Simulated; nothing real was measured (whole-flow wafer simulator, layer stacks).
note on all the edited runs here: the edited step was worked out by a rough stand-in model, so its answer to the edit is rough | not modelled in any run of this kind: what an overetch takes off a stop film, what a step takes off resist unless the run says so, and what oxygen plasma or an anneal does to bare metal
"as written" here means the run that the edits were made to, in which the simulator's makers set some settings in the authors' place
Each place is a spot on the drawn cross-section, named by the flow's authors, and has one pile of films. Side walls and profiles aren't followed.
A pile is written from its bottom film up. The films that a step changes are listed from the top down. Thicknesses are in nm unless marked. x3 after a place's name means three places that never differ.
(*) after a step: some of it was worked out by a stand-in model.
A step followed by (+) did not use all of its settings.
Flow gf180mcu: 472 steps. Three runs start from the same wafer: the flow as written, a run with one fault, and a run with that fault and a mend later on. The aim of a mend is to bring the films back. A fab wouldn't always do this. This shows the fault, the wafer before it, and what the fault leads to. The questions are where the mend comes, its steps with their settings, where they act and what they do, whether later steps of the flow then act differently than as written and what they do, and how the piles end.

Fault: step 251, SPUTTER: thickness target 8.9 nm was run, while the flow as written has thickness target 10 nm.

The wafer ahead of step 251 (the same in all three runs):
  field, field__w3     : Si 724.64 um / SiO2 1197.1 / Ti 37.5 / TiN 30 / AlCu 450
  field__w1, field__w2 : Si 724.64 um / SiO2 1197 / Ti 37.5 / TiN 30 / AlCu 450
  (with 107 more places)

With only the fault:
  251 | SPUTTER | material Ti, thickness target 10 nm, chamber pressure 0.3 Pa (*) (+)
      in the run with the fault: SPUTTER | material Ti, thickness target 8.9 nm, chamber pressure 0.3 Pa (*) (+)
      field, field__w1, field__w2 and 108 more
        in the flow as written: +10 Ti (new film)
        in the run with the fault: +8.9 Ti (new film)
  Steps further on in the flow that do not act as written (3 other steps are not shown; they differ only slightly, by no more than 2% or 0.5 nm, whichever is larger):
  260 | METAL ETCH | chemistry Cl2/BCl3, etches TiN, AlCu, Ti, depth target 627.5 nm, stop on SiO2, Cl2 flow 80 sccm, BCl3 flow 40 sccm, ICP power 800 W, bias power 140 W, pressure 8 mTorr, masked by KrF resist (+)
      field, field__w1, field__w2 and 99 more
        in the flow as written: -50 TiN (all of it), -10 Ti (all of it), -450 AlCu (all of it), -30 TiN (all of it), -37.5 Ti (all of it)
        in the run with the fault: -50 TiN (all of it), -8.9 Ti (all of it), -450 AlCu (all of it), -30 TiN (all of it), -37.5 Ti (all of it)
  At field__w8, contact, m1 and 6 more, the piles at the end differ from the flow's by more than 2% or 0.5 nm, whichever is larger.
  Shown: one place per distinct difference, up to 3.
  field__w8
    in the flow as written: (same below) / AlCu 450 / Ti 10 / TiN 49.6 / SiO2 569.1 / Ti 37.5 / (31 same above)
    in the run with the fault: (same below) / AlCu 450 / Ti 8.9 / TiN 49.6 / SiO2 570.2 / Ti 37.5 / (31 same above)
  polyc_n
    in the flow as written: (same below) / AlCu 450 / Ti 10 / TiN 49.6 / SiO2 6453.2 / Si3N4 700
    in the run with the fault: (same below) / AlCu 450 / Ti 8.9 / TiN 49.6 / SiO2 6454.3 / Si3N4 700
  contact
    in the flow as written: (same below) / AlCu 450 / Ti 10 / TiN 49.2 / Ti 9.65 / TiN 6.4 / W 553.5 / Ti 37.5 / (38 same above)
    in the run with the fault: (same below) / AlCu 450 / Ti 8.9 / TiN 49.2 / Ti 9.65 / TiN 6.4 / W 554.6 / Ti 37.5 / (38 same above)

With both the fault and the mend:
  The mend follows step 251.
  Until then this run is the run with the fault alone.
  251a | SPUTTER | material Ti, thickness target 1.1 nm, chamber pressure 0.3 Pa (*) (+) (the flow's step 251, run once more with other settings)
      field, field__w1, field__w2 and 108 more
        +1.1 Ti
  None of the later steps of the flow acts differently than as written at any place that is followed.
  The piles end the same as the flow's at every place that both follow.
